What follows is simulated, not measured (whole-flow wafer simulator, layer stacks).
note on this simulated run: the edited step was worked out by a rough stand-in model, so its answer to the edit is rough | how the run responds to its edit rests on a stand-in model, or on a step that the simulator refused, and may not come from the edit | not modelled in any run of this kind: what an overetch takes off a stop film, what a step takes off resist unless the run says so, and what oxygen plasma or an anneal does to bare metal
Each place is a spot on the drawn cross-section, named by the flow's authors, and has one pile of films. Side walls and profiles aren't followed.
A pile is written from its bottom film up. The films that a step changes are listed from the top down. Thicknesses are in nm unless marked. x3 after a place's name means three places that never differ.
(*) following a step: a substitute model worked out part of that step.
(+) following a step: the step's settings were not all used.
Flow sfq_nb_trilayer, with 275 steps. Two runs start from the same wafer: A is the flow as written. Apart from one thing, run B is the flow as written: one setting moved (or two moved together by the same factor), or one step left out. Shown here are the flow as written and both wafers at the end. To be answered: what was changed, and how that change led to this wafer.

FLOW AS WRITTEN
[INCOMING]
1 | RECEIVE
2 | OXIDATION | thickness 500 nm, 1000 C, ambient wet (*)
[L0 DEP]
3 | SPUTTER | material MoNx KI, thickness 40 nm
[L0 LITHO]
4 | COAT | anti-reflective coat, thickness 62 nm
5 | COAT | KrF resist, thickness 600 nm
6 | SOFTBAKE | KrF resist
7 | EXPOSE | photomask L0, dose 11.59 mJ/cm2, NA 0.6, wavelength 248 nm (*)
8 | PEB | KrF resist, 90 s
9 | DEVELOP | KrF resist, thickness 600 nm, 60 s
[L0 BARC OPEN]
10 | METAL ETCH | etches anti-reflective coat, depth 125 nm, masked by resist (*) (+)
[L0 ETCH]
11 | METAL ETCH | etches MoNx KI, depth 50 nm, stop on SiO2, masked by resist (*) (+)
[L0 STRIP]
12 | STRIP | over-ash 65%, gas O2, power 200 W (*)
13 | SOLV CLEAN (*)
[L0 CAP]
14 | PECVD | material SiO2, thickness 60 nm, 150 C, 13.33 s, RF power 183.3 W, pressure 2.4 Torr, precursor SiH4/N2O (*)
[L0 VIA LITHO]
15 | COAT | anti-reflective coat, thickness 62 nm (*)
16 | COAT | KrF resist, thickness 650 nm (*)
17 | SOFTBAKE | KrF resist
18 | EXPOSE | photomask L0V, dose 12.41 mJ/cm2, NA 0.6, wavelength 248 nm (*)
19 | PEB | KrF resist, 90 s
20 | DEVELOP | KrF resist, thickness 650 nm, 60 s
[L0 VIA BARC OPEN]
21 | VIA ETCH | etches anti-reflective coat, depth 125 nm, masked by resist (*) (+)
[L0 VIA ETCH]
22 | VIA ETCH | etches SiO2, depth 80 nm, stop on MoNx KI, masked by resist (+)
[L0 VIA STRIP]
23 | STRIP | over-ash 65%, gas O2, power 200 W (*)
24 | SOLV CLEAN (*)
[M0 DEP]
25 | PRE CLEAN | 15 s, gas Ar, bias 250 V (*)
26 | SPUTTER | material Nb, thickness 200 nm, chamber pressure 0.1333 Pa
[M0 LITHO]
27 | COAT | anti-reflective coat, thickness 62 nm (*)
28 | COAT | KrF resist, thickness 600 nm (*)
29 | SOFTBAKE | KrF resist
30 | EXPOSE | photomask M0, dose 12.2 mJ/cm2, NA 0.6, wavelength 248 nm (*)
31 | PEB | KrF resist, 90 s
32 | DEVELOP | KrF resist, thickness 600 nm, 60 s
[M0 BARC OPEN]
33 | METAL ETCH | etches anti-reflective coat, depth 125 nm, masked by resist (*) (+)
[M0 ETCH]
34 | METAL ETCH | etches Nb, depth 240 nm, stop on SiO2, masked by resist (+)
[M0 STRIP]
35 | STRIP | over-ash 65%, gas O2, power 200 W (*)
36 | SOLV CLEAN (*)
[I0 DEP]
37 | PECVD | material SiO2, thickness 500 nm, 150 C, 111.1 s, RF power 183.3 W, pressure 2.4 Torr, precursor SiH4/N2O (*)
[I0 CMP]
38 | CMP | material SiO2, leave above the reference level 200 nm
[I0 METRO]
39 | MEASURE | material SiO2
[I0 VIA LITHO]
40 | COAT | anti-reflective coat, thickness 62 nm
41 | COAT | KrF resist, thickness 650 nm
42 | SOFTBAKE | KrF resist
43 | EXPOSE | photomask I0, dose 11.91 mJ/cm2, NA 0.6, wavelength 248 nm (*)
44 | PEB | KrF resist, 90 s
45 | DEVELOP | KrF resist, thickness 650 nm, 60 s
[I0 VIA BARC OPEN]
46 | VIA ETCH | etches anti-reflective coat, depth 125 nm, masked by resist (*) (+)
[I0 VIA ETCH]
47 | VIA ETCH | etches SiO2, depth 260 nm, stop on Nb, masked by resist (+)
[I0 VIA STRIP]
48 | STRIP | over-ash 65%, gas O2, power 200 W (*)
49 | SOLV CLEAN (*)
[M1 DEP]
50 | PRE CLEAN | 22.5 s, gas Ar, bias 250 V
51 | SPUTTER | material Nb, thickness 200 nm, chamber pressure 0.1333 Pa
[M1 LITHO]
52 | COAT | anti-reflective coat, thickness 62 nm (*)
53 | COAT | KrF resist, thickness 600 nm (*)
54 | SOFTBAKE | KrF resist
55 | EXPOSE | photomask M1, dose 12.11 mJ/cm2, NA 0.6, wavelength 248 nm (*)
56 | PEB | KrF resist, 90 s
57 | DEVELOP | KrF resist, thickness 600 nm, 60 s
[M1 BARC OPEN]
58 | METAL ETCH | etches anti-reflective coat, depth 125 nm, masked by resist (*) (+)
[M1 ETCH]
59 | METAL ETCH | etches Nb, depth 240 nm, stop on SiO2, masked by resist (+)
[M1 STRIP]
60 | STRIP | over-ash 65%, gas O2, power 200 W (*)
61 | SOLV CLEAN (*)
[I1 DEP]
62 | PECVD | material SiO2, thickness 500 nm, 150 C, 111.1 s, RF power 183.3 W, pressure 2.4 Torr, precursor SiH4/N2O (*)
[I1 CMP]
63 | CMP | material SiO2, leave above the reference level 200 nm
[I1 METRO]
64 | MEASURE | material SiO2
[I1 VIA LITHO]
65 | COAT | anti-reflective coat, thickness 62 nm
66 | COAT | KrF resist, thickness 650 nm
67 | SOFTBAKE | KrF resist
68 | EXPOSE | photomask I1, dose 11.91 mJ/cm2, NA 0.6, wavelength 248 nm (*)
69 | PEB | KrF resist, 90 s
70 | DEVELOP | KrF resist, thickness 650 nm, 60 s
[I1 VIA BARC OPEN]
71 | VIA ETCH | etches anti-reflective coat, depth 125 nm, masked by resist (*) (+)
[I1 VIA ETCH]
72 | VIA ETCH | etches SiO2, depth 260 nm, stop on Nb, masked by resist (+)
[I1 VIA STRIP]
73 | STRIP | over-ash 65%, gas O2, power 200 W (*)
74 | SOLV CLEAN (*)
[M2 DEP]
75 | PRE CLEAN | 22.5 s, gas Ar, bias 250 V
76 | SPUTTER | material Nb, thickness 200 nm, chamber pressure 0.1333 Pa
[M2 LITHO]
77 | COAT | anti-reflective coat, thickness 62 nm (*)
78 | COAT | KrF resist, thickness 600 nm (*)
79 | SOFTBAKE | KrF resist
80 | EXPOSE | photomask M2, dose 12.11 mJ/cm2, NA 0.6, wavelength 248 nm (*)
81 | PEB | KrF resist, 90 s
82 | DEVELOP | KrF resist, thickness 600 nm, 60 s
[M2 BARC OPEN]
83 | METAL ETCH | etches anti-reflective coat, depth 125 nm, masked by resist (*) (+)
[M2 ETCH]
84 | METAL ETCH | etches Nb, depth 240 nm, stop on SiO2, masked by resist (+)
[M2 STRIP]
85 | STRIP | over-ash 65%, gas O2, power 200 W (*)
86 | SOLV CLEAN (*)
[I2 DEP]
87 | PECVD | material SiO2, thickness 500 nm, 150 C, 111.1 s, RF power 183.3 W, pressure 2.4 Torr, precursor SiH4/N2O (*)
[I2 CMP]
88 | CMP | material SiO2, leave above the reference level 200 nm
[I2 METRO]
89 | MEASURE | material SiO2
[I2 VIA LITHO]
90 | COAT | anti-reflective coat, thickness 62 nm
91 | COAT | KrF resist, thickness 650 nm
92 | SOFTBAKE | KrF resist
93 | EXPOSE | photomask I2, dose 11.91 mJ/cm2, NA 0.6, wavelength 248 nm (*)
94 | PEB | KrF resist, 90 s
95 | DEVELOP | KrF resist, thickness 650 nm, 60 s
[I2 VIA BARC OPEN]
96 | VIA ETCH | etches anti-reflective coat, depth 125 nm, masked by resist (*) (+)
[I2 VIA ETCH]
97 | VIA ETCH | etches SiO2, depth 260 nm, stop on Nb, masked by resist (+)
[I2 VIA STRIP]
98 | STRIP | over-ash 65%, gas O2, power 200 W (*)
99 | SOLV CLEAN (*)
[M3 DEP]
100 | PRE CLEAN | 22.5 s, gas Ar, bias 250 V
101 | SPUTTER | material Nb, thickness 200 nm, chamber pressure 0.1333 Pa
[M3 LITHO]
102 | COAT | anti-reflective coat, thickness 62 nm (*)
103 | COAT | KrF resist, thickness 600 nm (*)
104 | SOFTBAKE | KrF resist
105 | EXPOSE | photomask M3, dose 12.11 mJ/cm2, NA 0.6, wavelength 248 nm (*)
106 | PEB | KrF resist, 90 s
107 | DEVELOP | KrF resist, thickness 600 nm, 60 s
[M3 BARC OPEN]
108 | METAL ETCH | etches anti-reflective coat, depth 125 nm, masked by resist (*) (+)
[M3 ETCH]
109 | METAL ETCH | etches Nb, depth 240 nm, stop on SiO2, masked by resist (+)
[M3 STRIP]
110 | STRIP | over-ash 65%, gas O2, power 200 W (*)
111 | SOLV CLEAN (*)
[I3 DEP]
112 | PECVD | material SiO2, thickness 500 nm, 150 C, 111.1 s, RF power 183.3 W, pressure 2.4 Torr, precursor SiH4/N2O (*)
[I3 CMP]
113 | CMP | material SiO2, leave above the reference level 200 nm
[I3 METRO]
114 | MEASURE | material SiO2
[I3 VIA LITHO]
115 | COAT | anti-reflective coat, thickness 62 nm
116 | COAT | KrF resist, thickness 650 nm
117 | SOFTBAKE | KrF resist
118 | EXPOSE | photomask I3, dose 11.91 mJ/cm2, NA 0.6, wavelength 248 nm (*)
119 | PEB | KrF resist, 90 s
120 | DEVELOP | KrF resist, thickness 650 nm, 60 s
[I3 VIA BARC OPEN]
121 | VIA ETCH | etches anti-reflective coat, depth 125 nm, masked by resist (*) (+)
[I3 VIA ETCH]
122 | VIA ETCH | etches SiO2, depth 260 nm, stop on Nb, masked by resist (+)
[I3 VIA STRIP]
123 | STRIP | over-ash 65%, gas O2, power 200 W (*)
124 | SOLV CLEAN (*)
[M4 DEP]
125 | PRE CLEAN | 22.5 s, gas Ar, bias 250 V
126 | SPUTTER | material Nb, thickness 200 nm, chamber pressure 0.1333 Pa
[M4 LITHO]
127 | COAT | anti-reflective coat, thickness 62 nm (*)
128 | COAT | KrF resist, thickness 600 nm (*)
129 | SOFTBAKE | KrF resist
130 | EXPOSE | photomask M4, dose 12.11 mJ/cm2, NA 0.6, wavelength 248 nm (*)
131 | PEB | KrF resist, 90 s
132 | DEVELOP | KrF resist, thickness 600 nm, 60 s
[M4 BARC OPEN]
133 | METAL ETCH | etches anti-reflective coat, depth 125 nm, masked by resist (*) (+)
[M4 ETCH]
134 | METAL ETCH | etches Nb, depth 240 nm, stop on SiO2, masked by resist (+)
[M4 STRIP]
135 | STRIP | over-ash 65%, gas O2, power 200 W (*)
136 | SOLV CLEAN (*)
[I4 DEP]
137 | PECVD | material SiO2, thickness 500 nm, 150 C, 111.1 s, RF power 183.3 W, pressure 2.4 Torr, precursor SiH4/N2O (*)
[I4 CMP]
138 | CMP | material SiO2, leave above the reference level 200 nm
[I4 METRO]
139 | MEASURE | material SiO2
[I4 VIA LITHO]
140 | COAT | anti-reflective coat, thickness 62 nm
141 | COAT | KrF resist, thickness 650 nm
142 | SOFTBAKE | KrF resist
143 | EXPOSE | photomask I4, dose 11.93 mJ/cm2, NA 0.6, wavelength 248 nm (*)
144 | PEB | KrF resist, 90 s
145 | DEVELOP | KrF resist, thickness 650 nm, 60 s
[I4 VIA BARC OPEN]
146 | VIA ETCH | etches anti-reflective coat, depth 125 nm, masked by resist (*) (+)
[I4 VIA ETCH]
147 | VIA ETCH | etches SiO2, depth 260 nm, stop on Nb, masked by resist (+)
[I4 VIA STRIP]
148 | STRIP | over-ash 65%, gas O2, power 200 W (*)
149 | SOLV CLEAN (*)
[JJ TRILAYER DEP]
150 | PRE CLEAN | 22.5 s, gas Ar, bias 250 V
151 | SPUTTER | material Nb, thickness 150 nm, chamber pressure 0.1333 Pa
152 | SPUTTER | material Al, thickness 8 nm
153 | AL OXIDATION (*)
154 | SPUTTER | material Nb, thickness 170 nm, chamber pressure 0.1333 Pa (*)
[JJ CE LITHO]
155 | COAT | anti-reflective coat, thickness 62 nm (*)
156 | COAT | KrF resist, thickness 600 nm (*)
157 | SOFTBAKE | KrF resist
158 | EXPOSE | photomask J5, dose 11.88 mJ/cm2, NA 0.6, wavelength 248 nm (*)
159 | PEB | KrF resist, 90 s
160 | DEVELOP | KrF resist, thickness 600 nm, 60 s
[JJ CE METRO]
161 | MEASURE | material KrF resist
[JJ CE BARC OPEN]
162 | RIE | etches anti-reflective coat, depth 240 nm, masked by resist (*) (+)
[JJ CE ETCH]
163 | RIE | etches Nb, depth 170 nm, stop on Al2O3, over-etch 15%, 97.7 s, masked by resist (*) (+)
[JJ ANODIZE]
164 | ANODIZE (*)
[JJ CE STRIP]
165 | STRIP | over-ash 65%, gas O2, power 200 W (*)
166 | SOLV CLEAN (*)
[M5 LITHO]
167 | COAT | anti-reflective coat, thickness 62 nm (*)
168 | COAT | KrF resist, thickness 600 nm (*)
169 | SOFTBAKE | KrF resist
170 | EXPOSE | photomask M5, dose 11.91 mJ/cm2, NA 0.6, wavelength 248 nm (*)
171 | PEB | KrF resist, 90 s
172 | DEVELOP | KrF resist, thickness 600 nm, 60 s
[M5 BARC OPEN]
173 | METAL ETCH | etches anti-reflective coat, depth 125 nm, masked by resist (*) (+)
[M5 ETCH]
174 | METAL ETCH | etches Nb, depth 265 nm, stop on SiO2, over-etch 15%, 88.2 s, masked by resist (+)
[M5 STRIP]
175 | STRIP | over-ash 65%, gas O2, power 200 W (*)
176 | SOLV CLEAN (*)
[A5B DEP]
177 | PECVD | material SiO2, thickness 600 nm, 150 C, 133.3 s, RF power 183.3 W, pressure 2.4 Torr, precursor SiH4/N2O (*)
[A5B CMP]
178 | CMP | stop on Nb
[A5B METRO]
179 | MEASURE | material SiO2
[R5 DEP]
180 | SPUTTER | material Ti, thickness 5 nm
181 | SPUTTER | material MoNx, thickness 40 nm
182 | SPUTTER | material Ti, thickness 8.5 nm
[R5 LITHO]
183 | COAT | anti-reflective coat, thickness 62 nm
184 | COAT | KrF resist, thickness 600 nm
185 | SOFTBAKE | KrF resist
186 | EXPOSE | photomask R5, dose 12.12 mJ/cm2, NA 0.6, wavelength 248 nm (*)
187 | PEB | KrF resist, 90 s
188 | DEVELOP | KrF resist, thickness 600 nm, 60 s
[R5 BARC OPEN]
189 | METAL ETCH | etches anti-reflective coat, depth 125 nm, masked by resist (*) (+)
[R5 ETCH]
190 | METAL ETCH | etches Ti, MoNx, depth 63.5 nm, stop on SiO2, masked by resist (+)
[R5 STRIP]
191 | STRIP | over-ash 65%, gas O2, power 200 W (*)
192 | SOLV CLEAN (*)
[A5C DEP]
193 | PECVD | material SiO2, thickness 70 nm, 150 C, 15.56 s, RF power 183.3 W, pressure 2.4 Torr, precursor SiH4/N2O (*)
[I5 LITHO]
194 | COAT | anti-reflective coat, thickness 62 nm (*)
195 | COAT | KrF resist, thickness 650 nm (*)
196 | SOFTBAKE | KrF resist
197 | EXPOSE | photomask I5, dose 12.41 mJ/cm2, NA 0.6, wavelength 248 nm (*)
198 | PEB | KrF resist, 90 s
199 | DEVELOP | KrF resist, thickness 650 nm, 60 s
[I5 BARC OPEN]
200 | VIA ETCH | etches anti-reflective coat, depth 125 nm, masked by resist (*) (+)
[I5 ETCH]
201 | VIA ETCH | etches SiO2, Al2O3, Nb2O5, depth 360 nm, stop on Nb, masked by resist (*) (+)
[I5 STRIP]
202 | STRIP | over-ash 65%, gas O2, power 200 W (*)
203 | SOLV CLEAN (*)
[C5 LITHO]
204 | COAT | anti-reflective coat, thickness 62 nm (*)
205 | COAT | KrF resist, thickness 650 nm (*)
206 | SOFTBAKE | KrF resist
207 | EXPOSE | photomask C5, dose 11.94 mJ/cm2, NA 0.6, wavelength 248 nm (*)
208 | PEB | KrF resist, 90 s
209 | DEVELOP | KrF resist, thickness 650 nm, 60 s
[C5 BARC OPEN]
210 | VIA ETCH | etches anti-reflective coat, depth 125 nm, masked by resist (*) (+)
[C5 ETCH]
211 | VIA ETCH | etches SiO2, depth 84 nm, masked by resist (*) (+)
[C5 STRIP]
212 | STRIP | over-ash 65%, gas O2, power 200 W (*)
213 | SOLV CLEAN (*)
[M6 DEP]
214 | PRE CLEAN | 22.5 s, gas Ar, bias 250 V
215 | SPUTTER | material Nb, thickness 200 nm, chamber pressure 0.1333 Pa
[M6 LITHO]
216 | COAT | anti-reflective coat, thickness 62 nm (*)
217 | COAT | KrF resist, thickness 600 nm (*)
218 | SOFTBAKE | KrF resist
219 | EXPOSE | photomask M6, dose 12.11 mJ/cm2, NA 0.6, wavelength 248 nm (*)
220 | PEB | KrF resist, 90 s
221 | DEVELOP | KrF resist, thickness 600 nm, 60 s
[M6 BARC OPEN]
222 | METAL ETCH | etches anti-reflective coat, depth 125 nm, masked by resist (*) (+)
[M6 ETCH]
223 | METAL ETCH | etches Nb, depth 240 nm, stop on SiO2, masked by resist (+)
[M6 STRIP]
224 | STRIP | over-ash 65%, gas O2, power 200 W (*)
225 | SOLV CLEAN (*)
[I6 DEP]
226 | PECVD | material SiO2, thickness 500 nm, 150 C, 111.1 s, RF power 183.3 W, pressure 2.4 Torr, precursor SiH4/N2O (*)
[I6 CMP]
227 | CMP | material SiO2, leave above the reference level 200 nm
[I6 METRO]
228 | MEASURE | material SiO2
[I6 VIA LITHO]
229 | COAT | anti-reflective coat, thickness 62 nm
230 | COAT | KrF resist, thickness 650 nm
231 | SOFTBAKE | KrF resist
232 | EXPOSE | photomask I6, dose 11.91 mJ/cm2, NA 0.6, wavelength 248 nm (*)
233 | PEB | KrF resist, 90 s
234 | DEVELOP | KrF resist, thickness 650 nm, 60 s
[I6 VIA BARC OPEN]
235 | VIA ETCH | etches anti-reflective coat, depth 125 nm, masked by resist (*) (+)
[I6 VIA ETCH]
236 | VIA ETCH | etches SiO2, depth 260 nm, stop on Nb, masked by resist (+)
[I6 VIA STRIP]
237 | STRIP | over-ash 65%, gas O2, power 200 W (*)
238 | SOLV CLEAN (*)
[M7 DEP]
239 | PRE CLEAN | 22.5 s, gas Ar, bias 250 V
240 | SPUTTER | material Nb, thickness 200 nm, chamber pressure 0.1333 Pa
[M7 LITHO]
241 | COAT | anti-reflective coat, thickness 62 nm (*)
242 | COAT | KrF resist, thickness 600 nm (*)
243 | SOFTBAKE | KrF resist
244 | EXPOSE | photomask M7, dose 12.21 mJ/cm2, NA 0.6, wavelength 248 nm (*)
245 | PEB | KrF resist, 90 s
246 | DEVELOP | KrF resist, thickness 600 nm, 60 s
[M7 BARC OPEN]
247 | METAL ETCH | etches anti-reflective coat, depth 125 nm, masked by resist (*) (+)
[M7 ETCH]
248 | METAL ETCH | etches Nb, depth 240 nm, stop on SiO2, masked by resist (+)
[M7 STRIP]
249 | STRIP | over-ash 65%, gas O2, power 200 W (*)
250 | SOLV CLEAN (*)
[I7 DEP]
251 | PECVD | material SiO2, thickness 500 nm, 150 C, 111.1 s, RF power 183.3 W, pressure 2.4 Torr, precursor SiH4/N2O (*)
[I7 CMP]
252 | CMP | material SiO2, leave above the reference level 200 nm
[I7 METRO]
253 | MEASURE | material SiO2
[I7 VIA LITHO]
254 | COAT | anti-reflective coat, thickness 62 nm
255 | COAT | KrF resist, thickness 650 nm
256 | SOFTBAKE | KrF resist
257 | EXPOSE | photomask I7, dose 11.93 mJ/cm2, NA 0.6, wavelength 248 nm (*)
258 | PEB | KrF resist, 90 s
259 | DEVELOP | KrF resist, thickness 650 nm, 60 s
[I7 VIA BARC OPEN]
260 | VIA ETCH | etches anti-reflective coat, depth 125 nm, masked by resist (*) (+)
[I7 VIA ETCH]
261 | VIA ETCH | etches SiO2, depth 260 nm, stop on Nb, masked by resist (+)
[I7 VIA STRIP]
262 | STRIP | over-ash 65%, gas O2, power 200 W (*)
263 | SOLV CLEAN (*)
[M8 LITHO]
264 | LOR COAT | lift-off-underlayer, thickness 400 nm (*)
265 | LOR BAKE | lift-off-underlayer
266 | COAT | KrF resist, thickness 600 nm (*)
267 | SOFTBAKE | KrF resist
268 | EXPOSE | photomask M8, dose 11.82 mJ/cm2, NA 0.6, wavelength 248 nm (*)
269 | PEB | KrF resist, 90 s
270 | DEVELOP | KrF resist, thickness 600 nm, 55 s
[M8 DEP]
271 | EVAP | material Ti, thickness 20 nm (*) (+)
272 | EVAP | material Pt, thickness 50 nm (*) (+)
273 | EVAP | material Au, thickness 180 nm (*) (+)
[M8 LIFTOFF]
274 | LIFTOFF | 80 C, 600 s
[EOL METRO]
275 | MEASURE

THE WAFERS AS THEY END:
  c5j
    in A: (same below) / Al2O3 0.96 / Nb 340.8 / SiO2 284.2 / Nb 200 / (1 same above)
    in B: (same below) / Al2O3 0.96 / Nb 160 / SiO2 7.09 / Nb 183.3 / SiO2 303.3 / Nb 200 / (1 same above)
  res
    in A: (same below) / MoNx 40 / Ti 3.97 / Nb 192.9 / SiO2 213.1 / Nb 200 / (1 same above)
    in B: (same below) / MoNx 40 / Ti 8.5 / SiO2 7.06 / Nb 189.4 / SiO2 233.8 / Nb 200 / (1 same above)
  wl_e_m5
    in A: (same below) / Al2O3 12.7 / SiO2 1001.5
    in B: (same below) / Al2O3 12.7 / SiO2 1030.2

What caused this: step 193, PECVD: thickness 98.7 nm was run, whereas the flow has thickness 70 nm; step 193, PECVD: 21.93 s was run, where the flow has 15.56 s.

Step by step, how the change led to this:
  193 | PECVD | material SiO2, thickness 70 nm, 150 C, 15.56 s, RF power 183.3 W, pressure 2.4 Torr, precursor SiH4/N2O (*)
      field_l, v_sur, via_wl and 92 more: A +70 SiO2 | B +98.7 SiO2
      ce_l, c5j, ce_r and 8 more: A +70 SiO2 (new film) | B +98.7 SiO2 (new film)
  201 | VIA ETCH | etches SiO2, Al2O3, Nb2O5, depth 360 nm, stop on Nb, masked by resist (*) (+)
      be: A -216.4 SiO2 (all of it), -12.7 Al2O3 (all of it), -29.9 Nb2O5 (all of it) | B -245.1 SiO2 (all of it), -12.7 Al2O3 (all of it), -29.9 Nb2O5 (all of it)
  204 | COAT | anti-reflective coat, thickness 62 nm (*)
      wire: A +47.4 anti-reflective coat (new film) | B +46.4 anti-reflective coat (new film)
      be: A +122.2 anti-reflective coat (new film) | B +126.4 anti-reflective coat (new film)
      (also at 1 further place)
  205 | COAT | KrF resist, thickness 650 nm (*)
      be: A +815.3 KrF resist (new film) | B +835.8 KrF resist (new film)
  211 | VIA ETCH | etches SiO2, depth 84 nm, masked by resist (*) (+)
      c5j: A -69.9 SiO2 (all of it), -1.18 Nb | B -84 SiO2
      res: A -69.9 SiO2 (all of it) | B -84 SiO2
  212 | STRIP | over-ash 65%, gas O2, power 200 W (*)
      wire: A -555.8 KrF resist (all of it), -47.4 anti-reflective coat (all of it) | B -554.2 KrF resist (all of it), -46.4 anti-reflective coat (all of it)
      be: A -728.2 KrF resist (all of it), -122.2 anti-reflective coat (all of it) | B -748.6 KrF resist (all of it), -126.4 anti-reflective coat (all of it)
      (also at 1 further place)
  214 | PRE CLEAN | 22.5 s, gas Ar, bias 250 V
      c5j: A -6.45 Nb | B -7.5 SiO2
      res: A -4.53 Ti | B -7.5 SiO2
  215 | SPUTTER | material Nb, thickness 200 nm, chamber pressure 0.1333 Pa
      c5j: A +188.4 Nb | B +183.3 Nb (new film)
      be: A +147.3 Nb | B +141 Nb
  216 | COAT | anti-reflective coat, thickness 62 nm (*)
      be: A +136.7 anti-reflective coat (new film) | B +141.6 anti-reflective coat (new film)
      be_sur: A +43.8 anti-reflective coat (new film) | B +42.4 anti-reflective coat (new film)
      (also at 5 further places)
  217 | COAT | KrF resist, thickness 600 nm (*)
      be: A +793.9 KrF resist (new film) | B +825.6 KrF resist (new film)
  224 | STRIP | over-ash 65%, gas O2, power 200 W (*)
      be: A -575.8 KrF resist (all of it), -136.7 anti-reflective coat (all of it) | B -607.4 KrF resist (all of it), -141.6 anti-reflective coat (all of it)
      be_sur: A -371.2 KrF resist (all of it), -43.8 anti-reflective coat (all of it) | B -373.3 KrF resist (all of it), -42.4 anti-reflective coat (all of it)
      (also at 5 further places)
  226 | PECVD | material SiO2, thickness 500 nm, 150 C, 111.1 s, RF power 183.3 W, pressure 2.4 Torr, precursor SiH4/N2O (*)
      be: A +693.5 SiO2 (new film) | B +728.6 SiO2 (new film)
      c5j: A +514.7 SiO2 (new film) | B +533.8 SiO2 (new film)
  227 | CMP | material SiO2, leave above the reference level 200 nm
      res: A -279.4 SiO2 | B -258.7 SiO2
With metal films that touch counted as one body, c5j has 5 bodies (between them, from the top down: SiO2 303.3; SiO2 7.09; Al2O3 0.96; SiO2 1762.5); the flow as written gives 4 bodies (between them, from the top down: SiO2 284.2; Al2O3 0.96; SiO2 1762.5).
With metal films that touch counted as one body, res has 4 bodies (between them, from the top down: SiO2 233.8; SiO2 7.06; SiO2 2090.9); the flow as written gives 3 bodies (between them, from the top down: SiO2 213.1; SiO2 2090.9).
